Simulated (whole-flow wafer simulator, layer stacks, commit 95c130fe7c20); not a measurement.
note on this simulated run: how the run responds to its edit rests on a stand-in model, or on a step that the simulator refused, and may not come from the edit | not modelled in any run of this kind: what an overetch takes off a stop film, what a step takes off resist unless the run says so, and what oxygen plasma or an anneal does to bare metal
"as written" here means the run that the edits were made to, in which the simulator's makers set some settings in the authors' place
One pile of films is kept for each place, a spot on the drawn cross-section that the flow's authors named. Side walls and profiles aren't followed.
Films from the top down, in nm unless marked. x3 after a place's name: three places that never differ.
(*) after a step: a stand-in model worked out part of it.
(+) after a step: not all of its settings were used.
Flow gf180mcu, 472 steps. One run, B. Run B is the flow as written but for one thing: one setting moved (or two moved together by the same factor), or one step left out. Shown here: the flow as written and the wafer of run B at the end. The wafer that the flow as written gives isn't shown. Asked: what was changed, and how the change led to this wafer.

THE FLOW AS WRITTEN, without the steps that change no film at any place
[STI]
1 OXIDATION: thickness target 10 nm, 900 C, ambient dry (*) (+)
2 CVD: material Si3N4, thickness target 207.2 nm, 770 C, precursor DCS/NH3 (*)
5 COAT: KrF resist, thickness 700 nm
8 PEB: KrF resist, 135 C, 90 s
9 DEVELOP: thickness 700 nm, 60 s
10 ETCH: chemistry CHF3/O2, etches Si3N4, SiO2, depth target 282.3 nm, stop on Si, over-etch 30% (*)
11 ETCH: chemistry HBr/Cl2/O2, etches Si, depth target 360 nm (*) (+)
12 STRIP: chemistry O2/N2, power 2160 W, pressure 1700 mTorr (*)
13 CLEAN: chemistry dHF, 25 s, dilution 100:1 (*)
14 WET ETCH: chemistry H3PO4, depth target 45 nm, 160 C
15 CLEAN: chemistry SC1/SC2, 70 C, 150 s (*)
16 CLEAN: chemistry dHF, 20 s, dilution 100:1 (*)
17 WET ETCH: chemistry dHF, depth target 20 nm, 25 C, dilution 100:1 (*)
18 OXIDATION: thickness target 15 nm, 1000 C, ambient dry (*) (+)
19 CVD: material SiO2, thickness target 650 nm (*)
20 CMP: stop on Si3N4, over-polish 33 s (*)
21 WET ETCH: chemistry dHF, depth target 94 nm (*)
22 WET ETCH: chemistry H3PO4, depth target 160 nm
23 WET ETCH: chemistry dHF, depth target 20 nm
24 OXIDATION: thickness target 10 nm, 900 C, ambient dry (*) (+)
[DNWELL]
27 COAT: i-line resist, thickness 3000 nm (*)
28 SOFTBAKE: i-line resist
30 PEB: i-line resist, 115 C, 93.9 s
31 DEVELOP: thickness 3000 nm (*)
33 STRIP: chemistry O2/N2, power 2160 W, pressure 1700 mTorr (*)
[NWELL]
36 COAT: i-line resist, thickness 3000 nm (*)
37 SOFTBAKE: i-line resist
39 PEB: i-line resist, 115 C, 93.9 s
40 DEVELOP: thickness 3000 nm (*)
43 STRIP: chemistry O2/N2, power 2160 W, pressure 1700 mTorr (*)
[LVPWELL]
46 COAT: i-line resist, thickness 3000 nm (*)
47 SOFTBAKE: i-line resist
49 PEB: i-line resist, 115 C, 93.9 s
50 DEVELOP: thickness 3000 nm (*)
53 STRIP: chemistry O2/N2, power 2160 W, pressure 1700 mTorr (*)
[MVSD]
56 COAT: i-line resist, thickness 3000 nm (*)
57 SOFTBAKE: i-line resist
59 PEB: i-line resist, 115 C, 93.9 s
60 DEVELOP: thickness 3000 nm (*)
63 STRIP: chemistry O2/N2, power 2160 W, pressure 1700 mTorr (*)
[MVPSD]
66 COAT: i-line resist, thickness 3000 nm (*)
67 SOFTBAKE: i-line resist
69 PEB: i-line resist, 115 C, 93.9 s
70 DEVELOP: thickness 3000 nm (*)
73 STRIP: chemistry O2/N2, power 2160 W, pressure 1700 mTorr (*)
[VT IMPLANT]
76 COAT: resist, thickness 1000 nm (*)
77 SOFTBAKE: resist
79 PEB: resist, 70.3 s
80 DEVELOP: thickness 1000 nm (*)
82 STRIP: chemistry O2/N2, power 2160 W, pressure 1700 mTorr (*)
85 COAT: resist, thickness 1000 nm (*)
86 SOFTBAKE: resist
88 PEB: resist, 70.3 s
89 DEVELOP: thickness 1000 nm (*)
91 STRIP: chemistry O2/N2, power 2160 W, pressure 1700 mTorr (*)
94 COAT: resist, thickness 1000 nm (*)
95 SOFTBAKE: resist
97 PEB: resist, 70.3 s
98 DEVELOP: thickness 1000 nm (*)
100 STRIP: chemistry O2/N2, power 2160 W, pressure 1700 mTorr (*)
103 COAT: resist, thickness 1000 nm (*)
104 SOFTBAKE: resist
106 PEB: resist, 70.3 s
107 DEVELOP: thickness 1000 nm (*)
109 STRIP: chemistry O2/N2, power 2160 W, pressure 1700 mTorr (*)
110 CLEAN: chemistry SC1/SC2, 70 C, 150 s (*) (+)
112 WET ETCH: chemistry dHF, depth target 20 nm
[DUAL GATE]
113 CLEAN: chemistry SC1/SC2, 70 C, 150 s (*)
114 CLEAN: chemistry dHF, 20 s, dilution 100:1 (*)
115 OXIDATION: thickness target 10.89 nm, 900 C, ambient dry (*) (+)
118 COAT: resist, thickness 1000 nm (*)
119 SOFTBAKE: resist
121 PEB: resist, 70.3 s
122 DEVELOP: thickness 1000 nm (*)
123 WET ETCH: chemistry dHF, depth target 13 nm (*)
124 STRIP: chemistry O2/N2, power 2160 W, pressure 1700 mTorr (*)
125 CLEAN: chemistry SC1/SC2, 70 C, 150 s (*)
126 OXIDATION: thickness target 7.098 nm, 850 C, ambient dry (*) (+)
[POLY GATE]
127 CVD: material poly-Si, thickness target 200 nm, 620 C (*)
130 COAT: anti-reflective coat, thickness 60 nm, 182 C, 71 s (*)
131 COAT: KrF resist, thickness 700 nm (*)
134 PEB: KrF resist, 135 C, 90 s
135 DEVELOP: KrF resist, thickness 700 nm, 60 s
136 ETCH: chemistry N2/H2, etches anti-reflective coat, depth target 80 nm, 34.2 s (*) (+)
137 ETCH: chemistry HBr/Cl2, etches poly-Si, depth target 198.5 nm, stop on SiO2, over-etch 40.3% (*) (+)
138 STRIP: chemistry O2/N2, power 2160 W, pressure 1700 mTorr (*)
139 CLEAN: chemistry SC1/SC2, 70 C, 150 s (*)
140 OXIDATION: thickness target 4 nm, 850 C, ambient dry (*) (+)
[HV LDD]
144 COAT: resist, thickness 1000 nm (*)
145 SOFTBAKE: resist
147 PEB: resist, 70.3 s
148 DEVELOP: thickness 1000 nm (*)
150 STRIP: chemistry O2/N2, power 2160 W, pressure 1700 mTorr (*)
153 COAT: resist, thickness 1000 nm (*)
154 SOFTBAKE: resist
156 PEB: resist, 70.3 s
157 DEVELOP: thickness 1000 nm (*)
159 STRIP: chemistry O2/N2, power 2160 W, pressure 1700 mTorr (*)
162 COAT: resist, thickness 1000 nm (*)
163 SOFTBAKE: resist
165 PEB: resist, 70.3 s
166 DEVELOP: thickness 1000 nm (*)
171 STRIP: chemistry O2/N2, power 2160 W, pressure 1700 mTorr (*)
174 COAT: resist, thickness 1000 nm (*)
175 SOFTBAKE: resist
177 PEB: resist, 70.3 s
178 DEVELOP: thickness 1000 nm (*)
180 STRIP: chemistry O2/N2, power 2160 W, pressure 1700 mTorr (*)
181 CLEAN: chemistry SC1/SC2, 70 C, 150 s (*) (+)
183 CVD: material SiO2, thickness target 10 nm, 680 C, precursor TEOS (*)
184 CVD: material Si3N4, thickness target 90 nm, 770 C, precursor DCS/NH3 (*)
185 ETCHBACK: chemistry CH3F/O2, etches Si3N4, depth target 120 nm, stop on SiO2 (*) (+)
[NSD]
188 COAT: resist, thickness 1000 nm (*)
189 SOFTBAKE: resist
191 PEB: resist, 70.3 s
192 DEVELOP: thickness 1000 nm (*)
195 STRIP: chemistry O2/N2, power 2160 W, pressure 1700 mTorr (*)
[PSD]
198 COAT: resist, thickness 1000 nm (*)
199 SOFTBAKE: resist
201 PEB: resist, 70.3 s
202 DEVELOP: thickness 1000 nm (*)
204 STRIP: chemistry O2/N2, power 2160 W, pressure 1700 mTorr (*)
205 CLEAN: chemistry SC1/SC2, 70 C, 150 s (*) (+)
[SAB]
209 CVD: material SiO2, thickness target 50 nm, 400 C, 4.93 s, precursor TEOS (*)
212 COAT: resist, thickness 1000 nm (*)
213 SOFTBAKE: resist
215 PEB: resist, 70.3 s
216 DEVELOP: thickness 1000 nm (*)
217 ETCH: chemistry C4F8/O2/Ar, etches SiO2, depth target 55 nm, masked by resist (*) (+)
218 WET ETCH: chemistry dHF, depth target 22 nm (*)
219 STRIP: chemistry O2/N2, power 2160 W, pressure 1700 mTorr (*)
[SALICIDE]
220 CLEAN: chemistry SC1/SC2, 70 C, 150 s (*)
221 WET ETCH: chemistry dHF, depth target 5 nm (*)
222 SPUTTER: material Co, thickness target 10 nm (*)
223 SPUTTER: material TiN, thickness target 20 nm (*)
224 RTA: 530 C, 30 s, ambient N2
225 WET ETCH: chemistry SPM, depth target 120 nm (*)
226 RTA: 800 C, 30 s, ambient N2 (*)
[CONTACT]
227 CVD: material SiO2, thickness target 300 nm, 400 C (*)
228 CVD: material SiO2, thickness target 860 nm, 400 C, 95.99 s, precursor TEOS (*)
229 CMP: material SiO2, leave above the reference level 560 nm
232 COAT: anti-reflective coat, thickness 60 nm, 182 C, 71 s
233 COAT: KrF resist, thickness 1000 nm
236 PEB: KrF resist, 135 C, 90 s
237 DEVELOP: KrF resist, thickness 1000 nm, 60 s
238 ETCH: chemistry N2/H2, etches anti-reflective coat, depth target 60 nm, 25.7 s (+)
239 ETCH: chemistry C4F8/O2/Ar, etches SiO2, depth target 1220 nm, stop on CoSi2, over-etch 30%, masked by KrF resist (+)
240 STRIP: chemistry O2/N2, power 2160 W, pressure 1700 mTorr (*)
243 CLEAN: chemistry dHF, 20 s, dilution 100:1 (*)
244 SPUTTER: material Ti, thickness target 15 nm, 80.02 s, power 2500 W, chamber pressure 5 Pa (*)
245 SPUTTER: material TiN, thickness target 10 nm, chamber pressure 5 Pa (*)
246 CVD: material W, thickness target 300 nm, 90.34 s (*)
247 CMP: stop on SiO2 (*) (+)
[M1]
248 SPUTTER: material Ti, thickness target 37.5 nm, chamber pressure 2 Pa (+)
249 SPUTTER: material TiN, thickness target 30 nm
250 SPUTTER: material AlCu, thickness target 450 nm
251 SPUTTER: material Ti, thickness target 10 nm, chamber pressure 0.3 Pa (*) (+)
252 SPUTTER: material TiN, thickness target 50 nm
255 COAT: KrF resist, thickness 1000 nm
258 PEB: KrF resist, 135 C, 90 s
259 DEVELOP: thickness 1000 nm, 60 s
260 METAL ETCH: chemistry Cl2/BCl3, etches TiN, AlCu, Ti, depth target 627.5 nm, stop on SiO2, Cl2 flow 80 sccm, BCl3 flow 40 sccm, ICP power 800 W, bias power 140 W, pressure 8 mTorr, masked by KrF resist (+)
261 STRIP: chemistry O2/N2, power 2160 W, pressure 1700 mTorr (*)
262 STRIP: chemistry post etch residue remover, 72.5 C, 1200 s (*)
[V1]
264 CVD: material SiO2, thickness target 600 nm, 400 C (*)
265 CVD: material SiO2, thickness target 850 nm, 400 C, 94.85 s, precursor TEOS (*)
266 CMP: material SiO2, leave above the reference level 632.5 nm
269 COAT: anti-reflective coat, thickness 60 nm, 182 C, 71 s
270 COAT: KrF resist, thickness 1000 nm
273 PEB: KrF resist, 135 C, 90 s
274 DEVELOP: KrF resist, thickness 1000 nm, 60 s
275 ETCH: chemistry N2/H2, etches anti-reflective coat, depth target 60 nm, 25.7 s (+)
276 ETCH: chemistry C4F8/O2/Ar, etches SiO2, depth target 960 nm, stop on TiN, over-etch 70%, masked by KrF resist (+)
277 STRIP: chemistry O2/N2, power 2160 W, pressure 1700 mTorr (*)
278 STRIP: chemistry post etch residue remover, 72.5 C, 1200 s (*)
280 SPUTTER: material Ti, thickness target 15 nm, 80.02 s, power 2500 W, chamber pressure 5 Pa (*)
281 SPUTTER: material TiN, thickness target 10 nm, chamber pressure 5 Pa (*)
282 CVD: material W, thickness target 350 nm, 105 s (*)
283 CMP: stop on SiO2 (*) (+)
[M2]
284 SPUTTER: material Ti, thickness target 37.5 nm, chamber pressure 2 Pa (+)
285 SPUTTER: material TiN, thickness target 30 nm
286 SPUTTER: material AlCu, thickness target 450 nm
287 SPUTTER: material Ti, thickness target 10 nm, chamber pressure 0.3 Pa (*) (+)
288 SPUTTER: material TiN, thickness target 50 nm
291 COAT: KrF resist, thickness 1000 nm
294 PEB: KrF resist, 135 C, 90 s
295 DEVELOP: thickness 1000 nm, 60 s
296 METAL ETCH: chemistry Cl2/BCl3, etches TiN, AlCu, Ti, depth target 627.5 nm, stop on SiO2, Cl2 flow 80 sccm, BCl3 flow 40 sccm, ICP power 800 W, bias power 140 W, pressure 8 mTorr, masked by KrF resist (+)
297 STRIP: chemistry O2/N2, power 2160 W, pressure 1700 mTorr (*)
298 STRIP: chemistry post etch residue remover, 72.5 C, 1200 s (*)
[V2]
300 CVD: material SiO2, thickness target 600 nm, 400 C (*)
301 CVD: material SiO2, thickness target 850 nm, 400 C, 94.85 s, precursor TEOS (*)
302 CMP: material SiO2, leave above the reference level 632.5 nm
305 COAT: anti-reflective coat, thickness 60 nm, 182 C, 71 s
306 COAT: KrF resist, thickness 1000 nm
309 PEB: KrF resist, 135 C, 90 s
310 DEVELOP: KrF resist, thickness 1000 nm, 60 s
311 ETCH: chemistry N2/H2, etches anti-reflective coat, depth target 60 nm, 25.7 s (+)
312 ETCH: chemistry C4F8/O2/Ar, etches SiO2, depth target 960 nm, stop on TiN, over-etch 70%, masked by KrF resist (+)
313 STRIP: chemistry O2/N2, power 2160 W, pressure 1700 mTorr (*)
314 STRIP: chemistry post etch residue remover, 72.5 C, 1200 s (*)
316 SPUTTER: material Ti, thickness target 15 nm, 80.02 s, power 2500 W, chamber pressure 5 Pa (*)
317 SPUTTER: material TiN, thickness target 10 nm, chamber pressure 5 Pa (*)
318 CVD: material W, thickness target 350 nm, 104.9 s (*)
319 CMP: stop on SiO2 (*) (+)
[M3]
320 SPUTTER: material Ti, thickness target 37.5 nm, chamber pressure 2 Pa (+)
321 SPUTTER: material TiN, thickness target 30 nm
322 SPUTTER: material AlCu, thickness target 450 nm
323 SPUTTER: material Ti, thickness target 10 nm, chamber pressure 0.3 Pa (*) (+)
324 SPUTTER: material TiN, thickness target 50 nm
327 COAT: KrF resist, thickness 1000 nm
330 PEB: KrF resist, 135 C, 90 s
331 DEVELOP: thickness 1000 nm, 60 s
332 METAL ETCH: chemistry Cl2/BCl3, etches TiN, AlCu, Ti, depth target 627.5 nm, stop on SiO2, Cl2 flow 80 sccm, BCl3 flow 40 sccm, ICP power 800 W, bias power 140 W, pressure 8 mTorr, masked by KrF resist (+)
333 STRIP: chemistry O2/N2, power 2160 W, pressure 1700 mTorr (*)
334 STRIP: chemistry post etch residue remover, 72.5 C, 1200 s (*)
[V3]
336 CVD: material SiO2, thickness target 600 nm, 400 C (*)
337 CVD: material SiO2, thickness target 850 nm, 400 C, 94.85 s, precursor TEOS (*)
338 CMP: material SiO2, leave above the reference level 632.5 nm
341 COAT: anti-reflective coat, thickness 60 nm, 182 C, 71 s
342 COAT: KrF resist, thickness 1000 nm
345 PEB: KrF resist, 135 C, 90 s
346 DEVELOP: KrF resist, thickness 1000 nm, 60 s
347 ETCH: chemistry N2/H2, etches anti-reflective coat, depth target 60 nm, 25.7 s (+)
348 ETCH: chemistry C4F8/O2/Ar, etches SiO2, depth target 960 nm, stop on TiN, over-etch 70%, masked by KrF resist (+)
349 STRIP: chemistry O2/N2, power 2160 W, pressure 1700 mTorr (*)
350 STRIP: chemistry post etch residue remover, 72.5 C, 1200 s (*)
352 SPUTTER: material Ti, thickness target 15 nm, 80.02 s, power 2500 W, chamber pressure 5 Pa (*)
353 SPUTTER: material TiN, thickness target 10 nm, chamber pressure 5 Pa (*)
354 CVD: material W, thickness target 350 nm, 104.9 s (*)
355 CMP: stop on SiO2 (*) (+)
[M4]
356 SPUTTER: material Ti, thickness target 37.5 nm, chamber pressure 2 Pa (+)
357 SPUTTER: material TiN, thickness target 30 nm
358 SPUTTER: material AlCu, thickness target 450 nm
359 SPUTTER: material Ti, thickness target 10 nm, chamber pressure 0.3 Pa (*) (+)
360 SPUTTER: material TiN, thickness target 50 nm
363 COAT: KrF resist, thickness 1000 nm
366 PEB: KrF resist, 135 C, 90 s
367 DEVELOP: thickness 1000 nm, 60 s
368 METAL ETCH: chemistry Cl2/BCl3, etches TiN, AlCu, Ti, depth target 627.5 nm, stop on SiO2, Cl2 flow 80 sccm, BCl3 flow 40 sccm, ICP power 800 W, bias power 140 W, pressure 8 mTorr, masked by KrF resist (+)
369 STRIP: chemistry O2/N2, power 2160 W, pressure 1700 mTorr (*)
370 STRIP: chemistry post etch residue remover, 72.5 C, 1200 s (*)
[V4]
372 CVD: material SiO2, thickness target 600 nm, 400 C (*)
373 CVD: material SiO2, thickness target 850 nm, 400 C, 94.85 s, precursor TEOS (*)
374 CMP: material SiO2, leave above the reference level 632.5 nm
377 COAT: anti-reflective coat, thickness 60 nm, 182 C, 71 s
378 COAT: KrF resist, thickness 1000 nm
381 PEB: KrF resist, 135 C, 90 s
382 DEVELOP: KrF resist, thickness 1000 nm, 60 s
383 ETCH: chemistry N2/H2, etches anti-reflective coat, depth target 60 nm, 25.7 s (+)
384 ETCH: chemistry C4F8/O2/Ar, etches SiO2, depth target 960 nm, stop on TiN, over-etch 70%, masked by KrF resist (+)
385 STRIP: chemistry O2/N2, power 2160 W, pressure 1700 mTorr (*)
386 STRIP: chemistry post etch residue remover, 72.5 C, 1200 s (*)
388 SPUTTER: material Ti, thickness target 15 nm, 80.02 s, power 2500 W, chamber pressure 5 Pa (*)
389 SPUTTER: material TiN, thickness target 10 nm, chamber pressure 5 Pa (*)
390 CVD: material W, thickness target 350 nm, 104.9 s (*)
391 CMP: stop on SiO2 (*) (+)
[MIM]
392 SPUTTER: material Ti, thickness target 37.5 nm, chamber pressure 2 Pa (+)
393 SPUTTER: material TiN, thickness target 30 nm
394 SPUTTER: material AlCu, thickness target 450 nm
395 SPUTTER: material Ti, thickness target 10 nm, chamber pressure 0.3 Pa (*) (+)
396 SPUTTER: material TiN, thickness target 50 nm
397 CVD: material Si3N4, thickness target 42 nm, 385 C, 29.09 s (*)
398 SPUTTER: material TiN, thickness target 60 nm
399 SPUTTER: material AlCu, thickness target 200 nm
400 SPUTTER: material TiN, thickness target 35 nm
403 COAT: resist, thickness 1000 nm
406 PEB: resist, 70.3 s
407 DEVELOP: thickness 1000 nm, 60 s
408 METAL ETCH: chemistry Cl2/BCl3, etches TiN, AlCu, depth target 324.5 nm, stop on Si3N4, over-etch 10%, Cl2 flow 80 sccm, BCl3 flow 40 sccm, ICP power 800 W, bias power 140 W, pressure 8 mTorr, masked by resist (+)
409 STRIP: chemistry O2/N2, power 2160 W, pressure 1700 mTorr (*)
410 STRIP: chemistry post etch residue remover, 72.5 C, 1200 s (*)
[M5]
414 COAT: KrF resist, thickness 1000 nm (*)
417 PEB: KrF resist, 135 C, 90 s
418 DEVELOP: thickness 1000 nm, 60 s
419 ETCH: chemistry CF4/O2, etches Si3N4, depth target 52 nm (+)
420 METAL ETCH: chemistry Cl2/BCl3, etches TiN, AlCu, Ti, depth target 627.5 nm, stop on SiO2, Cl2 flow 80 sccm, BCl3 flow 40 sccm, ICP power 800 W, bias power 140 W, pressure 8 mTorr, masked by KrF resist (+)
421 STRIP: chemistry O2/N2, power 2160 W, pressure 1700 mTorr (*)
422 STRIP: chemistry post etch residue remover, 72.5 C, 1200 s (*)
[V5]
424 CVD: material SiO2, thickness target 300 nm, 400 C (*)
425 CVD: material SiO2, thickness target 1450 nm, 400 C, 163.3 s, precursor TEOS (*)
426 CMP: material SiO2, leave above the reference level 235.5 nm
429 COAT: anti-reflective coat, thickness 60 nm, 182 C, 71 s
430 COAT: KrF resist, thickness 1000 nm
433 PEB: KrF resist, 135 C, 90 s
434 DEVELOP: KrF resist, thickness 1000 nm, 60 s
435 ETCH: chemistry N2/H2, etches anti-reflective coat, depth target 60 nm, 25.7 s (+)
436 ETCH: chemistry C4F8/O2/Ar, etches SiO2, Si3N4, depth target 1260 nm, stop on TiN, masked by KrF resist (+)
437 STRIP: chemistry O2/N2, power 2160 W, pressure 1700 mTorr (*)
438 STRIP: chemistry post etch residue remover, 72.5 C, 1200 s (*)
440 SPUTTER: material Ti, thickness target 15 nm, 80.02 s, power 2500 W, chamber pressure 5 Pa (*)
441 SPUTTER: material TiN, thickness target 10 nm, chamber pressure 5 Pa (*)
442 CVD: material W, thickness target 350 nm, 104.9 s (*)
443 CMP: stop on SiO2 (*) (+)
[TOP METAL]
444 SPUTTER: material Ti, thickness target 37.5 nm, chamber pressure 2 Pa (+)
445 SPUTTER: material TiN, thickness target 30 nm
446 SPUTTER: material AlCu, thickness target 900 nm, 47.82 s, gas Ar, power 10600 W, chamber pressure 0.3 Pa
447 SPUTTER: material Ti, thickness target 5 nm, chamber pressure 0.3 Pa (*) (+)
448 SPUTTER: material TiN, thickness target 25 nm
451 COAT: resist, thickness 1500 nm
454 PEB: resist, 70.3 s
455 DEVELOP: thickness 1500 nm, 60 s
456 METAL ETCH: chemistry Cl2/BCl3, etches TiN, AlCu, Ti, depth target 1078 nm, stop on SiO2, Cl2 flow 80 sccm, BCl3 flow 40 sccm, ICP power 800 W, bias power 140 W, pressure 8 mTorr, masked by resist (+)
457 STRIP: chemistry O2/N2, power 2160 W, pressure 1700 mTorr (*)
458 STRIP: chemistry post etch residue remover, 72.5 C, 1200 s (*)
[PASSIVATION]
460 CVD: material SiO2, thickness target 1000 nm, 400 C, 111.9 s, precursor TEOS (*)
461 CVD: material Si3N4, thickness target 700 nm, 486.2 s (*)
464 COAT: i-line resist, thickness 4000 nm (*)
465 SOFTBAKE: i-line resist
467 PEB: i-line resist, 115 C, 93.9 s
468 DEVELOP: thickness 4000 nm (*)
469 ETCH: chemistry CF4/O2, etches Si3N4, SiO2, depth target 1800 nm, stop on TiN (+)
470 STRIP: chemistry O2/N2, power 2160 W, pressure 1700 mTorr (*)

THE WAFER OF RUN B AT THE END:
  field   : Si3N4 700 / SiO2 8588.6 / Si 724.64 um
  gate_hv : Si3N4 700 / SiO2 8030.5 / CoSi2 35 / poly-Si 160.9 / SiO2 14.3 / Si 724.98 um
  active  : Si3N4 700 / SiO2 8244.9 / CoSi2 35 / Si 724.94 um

The cause: step 338, CMP: leave above the reference level 996.2 nm was run, where the flow has leave above the reference level 632.5 nm.

How the change led to this, step by step:
  338 CMP: material SiO2, leave above the reference level 632.5 nm
      field, field__w1, field__w2 and 103 more: nothing (as written it would be: SiO2 -300)
      field__w8, contact, m1, m1__w1, m1_nw: SiO2 -513.4 (as written it would be: SiO2 -877.1)
  341 COAT: anti-reflective coat, thickness 60 nm, 182 C, 71 s
      field: anti-reflective coat +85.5 (new film) (as written it would be: anti-reflective coat +60 (new film))
      field__w8: anti-reflective coat +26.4 (new film) (as written it would be: anti-reflective coat +60 (new film))
      (and at 13 more places)
  342 COAT: KrF resist, thickness 1000 nm
      contact: KrF resist +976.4 (new film) (as written it would be: KrF resist +1000 (new film))
      m1: KrF resist +973.6 (new film) (as written it would be: KrF resist +1000 (new film))
      (and at 4 more places)
  346 DEVELOP: KrF resist, thickness 1000 nm, 60 s
      contact: KrF resist -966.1 (all of it) (as written it would be: KrF resist -989.5 (all of it))
  347 ETCH: chemistry N2/H2, etches anti-reflective coat, depth target 60 nm, 25.7 s (+)
      contact: anti-reflective coat -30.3 (all of it), SiO2 -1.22 (as written it would be: anti-reflective coat -60 (all of it), SiO2 -0.46)
  348 ETCH: chemistry C4F8/O2/Ar, etches SiO2, depth target 960 nm, stop on TiN, over-etch 70%, masked by KrF resist (+)
      contact: SiO2 -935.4 (all of it) (as written it would be: SiO2 -572.5 (all of it))
  349 STRIP: chemistry O2/N2, power 2160 W, pressure 1700 mTorr (*)
      field: KrF resist -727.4 (all of it), anti-reflective coat -85.5 (all of it) (as written it would be: KrF resist -739.2 (all of it), anti-reflective coat -60 (all of it))
      field__w8: KrF resist -732.1 (all of it), anti-reflective coat -26.4 (all of it) (as written it would be: KrF resist -739.2 (all of it), anti-reflective coat -60 (all of it))
      (and at 14 more places)
  352 SPUTTER: material Ti, thickness target 15 nm, 80.02 s, power 2500 W, chamber pressure 5 Pa (*)
      contact: Ti +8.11 (new film) (as written it would be: Ti +9.65 (new film))
  353 SPUTTER: material TiN, thickness target 10 nm, chamber pressure 5 Pa (*)
      contact: TiN +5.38 (new film) (as written it would be: TiN +6.4 (new film))
  354 CVD: material W, thickness target 350 nm, 104.9 s (*)
      contact: W +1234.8 (new film) (as written it would be: W +932.3 (new film))
  355 CMP: stop on SiO2 (*) (+)
      m1, m1__w1, m1_nw: W -350 (all of it), TiN -10 (all of it), Ti -15 (all of it), SiO2 -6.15 (as written it would be: W -350 (all of it), TiN -10 (all of it), Ti -15 (all of it), SiO2 -3.78)
      field__w8: W -350 (all of it), TiN -10 (all of it), Ti -15 (all of it), SiO2 -6.16 (as written it would be: W -350 (all of it), TiN -10 (all of it), Ti -15 (all of it), SiO2 -3.78)
  363 COAT: KrF resist, thickness 1000 nm
      field__w8: KrF resist +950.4 (new film) (as written it would be: KrF resist +1000 (new film))
      m1: KrF resist +949.3 (new film) (as written it would be: KrF resist +1000 (new film))
      (and at 2 more places)
  366 PEB: KrF resist, 135 C, 90 s
      m1: KrF resist -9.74 (as written it would be: KrF resist -10.5)
  369 STRIP: chemistry O2/N2, power 2160 W, pressure 1700 mTorr (*)
      field__w8: KrF resist -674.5 (all of it) (as written it would be: KrF resist -723.5 (all of it))
      m1: KrF resist -673.6 (all of it) (as written it would be: KrF resist -723.5 (all of it))
      (and at 2 more places)
  374 CMP: material SiO2, leave above the reference level 632.5 nm
      field, field__w1, field__w2 and 103 more: SiO2 -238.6 (as written it would be: SiO2 -300)
      contact: SiO2 -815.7 (as written it would be: SiO2 -877.1)
  384 ETCH: chemistry C4F8/O2/Ar, etches SiO2, depth target 960 nm, stop on TiN, over-etch 70%, masked by KrF resist (+)
      contact: SiO2 -633.8 (all of it) (as written it would be: SiO2 -572.5 (all of it))
  390 CVD: material W, thickness target 350 nm, 104.9 s (*)
      contact: W +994 (new film) (as written it would be: W +932.3 (new film))
